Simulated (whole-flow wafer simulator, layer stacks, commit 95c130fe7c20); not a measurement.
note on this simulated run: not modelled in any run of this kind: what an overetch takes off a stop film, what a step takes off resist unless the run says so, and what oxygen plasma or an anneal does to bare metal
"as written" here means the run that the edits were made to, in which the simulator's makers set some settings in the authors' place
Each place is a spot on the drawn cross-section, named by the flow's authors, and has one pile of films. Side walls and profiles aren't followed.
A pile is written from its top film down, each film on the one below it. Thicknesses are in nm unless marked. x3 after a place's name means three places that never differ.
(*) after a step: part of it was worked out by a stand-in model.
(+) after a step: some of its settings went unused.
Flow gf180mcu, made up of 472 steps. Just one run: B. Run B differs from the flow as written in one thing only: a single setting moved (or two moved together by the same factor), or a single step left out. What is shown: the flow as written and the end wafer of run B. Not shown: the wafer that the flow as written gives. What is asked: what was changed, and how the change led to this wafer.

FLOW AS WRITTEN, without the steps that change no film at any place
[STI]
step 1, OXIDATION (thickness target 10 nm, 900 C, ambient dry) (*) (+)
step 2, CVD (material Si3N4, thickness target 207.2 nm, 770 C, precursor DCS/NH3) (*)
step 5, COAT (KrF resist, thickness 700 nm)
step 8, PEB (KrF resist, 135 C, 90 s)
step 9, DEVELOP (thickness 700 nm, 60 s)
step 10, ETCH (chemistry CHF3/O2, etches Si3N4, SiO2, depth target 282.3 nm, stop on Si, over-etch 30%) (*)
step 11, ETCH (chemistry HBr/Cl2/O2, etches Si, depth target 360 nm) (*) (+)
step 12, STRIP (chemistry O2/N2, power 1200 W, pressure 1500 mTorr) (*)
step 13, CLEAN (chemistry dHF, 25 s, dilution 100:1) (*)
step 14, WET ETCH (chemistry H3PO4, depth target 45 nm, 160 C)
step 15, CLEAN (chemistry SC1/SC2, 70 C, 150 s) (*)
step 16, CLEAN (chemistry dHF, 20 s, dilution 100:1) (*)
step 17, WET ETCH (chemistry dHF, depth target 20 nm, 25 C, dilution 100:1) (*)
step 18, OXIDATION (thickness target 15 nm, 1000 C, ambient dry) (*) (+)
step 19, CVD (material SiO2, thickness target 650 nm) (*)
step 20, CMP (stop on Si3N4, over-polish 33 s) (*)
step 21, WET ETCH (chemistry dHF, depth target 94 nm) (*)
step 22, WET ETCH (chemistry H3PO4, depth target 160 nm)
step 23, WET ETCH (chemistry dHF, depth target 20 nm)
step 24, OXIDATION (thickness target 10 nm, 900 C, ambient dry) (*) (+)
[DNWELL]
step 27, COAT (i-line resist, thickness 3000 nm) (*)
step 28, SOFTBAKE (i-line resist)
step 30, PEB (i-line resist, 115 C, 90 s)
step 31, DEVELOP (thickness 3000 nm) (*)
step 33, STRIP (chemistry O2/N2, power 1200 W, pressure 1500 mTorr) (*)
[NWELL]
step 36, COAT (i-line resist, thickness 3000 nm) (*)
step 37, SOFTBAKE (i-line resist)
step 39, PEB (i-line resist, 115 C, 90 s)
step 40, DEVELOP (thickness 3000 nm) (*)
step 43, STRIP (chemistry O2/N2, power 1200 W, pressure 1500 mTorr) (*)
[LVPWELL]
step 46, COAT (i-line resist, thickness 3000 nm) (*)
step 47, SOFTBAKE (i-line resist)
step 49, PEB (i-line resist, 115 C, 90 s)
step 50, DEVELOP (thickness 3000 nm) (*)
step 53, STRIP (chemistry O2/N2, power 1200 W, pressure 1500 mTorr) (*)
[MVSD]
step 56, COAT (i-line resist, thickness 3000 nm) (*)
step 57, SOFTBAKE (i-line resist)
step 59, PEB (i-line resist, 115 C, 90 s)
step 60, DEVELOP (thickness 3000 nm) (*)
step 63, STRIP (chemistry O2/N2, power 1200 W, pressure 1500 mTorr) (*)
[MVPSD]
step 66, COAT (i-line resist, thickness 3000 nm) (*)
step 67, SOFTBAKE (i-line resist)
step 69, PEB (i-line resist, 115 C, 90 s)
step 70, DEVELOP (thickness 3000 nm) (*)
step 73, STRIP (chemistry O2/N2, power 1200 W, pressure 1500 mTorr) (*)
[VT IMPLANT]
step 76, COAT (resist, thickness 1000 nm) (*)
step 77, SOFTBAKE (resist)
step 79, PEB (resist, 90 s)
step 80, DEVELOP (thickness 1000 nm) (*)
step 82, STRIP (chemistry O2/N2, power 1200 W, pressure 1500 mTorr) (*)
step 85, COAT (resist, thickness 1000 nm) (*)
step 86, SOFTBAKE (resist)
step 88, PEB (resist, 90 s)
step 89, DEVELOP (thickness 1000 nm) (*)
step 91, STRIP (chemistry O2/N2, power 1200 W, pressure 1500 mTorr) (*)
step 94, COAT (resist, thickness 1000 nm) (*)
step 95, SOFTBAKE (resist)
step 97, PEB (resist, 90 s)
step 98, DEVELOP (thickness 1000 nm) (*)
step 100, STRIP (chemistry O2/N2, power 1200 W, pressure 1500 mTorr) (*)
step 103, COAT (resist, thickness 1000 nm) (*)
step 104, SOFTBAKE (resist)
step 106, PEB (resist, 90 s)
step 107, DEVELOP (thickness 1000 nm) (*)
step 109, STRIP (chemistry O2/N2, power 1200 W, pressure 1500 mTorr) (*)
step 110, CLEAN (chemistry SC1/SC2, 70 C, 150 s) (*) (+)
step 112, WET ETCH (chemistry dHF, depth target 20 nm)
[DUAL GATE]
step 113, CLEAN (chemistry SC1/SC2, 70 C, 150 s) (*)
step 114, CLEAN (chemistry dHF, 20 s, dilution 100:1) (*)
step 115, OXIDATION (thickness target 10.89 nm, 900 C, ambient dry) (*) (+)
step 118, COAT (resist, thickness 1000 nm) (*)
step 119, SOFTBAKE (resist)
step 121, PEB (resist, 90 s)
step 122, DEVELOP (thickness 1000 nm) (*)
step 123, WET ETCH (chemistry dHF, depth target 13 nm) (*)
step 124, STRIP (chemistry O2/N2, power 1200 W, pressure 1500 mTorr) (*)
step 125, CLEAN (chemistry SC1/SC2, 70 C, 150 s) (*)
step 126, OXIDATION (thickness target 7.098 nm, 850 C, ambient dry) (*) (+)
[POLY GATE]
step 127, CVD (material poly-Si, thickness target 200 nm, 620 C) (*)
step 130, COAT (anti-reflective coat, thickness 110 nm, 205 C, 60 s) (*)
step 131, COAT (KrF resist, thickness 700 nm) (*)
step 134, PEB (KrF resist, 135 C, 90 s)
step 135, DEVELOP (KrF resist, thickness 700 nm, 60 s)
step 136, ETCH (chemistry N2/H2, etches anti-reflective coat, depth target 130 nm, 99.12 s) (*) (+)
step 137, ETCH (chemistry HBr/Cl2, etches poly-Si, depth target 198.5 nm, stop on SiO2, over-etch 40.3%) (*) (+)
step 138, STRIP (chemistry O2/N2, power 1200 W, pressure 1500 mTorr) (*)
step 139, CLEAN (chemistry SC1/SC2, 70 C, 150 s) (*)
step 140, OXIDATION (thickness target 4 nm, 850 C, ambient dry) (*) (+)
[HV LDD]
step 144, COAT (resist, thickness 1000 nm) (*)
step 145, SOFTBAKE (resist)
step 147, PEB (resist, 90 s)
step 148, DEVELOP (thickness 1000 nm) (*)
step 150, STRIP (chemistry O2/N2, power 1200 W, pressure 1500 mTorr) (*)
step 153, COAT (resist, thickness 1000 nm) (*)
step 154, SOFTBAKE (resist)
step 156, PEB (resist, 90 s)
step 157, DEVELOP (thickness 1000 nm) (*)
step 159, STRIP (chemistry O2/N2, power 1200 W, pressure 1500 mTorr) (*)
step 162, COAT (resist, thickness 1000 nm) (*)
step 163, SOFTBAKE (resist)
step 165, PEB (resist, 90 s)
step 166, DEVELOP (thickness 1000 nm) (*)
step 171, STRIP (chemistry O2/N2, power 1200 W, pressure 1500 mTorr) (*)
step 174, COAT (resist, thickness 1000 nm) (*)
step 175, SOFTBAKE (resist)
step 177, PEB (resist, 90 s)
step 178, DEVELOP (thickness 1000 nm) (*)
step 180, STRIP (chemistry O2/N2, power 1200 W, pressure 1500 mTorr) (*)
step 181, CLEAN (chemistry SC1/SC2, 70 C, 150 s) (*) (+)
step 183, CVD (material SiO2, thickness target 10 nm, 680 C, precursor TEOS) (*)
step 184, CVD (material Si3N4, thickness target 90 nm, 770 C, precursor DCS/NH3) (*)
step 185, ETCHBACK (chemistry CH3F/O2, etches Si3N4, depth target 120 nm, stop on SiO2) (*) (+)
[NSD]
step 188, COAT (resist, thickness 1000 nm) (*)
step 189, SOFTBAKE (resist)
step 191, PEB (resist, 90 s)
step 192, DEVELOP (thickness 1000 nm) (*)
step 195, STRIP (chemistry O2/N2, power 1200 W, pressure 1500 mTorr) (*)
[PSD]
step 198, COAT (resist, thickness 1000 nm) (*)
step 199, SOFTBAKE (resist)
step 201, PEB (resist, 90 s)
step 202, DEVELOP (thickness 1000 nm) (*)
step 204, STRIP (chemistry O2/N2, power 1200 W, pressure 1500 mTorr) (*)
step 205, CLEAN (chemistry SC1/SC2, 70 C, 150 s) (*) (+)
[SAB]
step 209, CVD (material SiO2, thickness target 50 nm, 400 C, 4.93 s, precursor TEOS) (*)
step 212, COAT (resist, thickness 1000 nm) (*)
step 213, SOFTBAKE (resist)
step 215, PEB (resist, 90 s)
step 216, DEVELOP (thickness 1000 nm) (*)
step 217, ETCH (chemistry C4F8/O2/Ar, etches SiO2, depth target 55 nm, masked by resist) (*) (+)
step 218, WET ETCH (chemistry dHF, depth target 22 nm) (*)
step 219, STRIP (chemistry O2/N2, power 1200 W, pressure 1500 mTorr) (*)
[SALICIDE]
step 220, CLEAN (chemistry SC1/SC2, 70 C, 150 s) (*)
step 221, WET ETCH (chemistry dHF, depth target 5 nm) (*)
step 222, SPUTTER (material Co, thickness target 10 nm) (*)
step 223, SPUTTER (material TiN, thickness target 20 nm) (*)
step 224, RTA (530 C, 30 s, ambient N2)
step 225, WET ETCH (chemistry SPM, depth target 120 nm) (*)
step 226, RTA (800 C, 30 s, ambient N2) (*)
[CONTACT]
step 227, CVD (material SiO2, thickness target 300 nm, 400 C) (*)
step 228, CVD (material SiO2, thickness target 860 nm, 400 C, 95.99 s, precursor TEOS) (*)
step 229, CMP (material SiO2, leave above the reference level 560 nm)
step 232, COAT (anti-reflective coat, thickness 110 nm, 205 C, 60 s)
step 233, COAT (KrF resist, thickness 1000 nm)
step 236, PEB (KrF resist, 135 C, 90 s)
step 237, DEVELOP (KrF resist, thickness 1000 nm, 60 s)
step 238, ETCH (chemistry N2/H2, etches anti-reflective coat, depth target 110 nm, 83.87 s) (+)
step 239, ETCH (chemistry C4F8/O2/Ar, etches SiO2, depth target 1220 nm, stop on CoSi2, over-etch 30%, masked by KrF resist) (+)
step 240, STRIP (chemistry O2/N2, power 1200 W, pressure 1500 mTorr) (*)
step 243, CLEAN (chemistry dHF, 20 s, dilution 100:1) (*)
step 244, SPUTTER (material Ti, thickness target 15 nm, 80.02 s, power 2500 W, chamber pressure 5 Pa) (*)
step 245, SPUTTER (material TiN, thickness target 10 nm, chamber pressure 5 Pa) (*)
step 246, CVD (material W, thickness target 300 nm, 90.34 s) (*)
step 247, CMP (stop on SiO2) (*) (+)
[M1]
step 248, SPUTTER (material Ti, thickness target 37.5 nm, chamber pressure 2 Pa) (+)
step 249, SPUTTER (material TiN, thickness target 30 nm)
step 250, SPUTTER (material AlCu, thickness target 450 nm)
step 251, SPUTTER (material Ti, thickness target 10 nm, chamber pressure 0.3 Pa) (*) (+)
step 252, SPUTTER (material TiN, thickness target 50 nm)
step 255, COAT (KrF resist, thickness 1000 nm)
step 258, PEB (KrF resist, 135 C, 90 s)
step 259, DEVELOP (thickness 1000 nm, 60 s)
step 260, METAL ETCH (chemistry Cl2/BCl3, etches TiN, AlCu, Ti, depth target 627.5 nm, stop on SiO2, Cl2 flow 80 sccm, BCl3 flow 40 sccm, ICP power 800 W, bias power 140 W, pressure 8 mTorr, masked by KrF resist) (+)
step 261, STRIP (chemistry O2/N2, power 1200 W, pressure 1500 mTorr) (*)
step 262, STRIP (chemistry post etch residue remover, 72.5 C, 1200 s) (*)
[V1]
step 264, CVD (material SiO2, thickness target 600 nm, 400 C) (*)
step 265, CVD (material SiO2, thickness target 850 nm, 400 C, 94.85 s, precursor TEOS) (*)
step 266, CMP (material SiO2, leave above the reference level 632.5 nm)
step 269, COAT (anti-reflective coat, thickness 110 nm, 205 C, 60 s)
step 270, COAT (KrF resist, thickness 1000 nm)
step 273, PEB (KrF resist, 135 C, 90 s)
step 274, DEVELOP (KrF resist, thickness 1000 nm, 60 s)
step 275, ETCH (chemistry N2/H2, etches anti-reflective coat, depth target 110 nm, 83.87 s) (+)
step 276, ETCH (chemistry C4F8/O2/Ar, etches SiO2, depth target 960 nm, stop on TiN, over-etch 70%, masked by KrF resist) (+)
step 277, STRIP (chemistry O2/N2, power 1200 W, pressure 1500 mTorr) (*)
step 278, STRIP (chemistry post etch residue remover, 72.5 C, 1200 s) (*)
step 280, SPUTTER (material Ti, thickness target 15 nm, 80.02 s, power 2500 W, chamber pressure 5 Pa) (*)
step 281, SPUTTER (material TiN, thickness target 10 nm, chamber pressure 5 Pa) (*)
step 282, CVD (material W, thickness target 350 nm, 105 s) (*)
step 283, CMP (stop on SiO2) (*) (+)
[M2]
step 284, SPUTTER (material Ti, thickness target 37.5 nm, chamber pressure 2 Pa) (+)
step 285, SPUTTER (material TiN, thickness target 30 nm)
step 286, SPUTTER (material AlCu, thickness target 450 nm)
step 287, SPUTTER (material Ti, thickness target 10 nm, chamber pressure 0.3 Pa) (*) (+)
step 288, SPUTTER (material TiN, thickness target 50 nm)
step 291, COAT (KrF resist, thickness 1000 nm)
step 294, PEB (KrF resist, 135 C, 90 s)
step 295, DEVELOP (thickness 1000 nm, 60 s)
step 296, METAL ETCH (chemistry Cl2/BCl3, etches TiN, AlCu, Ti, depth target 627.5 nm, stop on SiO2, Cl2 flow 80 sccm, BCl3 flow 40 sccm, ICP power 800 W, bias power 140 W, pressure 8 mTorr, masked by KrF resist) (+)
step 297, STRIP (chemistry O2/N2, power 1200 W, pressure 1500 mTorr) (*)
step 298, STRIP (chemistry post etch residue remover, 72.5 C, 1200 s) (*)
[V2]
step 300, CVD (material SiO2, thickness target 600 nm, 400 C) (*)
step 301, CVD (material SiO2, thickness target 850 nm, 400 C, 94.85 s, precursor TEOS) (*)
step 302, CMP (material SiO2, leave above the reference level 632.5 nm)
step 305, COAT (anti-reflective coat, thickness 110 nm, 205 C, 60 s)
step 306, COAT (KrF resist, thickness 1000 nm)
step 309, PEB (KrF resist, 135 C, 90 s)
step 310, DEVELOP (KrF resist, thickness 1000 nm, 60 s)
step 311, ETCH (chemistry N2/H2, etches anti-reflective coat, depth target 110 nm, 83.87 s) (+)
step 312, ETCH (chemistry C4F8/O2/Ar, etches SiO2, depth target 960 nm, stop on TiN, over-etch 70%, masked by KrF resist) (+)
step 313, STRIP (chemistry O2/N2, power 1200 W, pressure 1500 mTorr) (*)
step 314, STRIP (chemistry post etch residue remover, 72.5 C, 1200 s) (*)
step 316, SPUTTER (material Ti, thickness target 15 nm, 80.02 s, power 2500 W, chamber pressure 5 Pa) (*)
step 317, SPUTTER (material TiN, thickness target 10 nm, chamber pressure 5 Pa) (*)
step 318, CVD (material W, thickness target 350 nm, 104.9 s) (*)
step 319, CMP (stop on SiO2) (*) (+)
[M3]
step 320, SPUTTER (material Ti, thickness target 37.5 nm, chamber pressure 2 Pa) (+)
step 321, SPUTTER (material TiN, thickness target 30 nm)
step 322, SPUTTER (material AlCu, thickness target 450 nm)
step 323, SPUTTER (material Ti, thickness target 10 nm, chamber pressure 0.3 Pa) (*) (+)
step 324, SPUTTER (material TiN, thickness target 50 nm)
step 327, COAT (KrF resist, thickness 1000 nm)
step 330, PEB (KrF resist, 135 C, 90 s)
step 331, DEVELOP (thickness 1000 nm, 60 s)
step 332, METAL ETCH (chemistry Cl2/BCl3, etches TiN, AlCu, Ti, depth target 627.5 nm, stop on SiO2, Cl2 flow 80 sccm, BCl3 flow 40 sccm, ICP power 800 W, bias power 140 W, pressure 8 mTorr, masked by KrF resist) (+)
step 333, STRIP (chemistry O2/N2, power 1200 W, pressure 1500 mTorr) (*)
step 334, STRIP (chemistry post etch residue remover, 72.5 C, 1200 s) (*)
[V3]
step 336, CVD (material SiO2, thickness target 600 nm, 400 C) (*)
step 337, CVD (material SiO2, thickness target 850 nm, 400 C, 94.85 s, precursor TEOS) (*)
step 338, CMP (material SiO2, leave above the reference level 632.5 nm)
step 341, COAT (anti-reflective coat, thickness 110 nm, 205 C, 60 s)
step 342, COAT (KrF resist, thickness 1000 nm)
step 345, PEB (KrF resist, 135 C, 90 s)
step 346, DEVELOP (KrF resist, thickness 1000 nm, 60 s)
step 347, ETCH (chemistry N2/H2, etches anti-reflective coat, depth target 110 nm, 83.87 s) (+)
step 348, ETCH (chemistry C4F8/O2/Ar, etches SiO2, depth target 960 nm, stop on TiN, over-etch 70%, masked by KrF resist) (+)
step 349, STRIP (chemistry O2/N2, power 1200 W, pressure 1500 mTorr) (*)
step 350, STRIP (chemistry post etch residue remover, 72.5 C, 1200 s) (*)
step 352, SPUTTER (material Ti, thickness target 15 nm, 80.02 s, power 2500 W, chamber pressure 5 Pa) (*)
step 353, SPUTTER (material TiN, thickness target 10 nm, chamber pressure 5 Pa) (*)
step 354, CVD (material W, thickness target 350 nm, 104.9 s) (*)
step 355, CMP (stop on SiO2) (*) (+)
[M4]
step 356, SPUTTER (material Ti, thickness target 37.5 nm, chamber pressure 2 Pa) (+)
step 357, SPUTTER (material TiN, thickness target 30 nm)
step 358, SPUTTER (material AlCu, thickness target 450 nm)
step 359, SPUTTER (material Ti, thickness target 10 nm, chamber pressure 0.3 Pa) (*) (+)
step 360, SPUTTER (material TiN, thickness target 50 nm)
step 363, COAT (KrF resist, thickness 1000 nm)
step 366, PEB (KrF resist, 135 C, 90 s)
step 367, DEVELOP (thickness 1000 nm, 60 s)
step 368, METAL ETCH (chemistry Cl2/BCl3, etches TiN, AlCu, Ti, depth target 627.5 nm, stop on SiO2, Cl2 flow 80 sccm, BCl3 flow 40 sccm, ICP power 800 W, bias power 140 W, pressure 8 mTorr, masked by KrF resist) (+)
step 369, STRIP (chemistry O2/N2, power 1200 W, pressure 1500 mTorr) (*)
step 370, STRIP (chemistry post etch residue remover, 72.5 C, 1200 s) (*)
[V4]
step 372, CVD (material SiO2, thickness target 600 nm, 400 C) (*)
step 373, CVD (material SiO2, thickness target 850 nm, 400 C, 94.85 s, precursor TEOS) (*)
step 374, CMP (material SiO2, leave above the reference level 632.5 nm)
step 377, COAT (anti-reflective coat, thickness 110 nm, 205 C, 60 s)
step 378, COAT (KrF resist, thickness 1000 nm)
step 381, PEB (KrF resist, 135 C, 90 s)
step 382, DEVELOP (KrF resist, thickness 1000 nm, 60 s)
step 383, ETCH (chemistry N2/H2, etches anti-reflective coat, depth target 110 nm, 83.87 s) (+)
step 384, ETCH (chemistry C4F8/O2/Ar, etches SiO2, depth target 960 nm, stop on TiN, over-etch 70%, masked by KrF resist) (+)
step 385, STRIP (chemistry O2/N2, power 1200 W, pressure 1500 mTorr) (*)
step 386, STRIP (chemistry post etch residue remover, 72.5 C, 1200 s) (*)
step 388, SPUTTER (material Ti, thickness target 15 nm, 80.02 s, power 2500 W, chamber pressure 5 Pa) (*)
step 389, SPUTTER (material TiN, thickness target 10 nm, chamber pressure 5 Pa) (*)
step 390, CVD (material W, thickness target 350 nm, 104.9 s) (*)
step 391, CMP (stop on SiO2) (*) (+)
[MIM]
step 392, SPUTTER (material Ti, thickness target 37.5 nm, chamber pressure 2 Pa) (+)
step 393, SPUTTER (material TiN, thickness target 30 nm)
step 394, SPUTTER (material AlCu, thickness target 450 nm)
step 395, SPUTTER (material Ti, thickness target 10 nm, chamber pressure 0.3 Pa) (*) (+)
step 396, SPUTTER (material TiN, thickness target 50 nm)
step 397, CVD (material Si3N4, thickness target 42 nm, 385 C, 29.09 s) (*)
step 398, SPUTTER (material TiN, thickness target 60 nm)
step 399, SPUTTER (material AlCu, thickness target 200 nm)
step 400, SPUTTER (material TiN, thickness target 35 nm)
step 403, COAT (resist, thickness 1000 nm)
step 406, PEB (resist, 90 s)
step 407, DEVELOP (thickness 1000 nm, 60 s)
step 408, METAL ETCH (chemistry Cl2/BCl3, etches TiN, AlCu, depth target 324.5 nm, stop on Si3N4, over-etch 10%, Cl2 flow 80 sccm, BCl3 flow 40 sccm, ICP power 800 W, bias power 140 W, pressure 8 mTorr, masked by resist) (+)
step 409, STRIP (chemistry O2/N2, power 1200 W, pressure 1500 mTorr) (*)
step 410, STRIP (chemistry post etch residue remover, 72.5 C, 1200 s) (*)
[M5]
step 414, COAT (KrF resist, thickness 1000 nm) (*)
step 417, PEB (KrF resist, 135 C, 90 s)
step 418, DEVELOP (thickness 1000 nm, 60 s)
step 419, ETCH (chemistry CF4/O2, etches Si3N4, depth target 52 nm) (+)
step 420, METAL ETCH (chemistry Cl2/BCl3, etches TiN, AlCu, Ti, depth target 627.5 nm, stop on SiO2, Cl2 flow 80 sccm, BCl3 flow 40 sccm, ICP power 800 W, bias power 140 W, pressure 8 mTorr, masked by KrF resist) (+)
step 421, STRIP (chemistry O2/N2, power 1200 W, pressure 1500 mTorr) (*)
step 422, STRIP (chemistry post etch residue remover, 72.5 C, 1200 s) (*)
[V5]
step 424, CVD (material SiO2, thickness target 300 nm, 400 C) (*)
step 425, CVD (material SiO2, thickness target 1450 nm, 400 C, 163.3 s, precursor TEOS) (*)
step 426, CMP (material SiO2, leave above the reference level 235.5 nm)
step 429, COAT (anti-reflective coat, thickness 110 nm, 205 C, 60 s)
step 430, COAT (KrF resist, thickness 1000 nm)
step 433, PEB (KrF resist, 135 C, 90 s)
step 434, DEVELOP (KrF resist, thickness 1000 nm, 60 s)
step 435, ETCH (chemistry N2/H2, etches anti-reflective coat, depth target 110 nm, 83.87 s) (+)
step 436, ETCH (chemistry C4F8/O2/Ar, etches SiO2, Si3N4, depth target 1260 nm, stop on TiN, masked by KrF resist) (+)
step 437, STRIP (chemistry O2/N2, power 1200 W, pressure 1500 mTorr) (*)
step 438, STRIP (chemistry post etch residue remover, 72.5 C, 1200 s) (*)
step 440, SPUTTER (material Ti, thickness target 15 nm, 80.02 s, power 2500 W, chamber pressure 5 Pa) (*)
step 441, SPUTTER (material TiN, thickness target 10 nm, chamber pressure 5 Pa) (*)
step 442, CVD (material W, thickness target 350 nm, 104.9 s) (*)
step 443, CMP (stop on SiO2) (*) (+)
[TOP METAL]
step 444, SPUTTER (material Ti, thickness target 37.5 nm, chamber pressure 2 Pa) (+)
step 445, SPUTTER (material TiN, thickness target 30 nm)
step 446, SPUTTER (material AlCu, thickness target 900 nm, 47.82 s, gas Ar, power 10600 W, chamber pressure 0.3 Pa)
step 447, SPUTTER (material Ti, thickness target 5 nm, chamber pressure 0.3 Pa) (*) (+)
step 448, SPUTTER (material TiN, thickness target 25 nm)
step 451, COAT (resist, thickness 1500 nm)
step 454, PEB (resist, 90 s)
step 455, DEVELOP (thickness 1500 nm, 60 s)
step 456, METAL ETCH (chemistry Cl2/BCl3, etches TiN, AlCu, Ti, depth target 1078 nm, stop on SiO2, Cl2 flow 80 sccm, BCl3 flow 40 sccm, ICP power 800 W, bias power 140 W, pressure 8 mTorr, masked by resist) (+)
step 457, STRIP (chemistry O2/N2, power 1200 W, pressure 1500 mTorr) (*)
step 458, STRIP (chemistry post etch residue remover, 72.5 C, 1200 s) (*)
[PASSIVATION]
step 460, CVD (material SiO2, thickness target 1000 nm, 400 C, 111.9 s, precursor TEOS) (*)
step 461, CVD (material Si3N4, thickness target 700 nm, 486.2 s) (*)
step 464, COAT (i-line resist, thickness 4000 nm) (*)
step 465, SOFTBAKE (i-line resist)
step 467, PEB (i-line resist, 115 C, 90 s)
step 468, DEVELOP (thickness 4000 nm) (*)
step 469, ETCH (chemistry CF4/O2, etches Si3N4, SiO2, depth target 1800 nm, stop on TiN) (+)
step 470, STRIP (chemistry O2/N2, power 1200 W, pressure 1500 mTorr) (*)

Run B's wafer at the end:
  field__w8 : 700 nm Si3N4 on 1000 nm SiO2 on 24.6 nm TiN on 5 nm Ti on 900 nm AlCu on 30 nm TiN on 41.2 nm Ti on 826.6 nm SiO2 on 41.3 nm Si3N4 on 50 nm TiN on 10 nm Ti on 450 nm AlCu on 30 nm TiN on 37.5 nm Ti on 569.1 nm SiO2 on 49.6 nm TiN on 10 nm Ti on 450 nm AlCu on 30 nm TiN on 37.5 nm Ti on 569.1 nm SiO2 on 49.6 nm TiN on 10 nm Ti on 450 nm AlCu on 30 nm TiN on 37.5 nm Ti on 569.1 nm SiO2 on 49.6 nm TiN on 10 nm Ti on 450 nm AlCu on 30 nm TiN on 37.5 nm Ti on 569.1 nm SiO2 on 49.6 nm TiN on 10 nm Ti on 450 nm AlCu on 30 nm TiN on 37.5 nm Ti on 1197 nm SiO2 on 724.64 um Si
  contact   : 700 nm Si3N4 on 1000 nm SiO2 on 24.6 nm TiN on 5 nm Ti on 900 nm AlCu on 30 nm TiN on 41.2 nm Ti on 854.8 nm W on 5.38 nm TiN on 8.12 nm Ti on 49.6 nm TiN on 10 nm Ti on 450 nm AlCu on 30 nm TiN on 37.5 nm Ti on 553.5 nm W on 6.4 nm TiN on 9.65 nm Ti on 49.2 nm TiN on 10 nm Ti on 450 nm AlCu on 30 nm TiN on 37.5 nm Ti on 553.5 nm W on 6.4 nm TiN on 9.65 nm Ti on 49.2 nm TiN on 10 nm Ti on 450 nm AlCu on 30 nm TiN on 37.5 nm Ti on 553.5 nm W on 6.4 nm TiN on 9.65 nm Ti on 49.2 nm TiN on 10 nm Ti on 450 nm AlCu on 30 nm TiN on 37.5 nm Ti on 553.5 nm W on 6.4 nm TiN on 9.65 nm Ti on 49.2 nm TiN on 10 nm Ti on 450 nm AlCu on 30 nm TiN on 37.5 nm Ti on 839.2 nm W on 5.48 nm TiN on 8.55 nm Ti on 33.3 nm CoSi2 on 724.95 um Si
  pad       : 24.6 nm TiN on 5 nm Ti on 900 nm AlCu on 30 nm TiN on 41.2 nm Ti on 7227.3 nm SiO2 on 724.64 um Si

What caused this: step 444, SPUTTER: thickness target 41.2 nm was run, though the flow has thickness target 37.5 nm.
The wafer itself shows it: field__w8 has Ti 41.2, and step 444 as written asks for 37.5 nm.

How this came from the change, step by step:
  step 444, SPUTTER (material Ti, thickness target 37.5 nm, chamber pressure 2 Pa) (+)
      field, field__w1, field__w2 and 109 more: Ti gains 41.2 (new film) (it would be, as written: Ti gains 37.5 (new film))
  step 456, METAL ETCH (chemistry Cl2/BCl3, etches TiN, AlCu, Ti, depth target 1078 nm, stop on SiO2, Cl2 flow 80 sccm, BCl3 flow 40 sccm, ICP power 800 W, bias power 140 W, pressure 8 mTorr, masked by resist) (+)
      field, field__w1, field__w2 and 103 more: TiN loses 25 (all of it), Ti loses 5 (all of it), AlCu loses 900 (all of it), TiN loses 30 (all of it), Ti loses 41.2 (all of it) (it would be, as written: TiN loses 25 (all of it), Ti loses 5 (all of it), AlCu loses 900 (all of it), TiN loses 30 (all of it), Ti loses 37.5 (all of it))
  step 465, SOFTBAKE (i-line resist)
      field__w5, field__w9: i-line resist gains 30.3 (it would be, as written: i-line resist gains 37.3)
      field__w11, field__w13: i-line resist gains 31.4 (it would be, as written: i-line resist gains 37.9)
      (also at 57 further places)
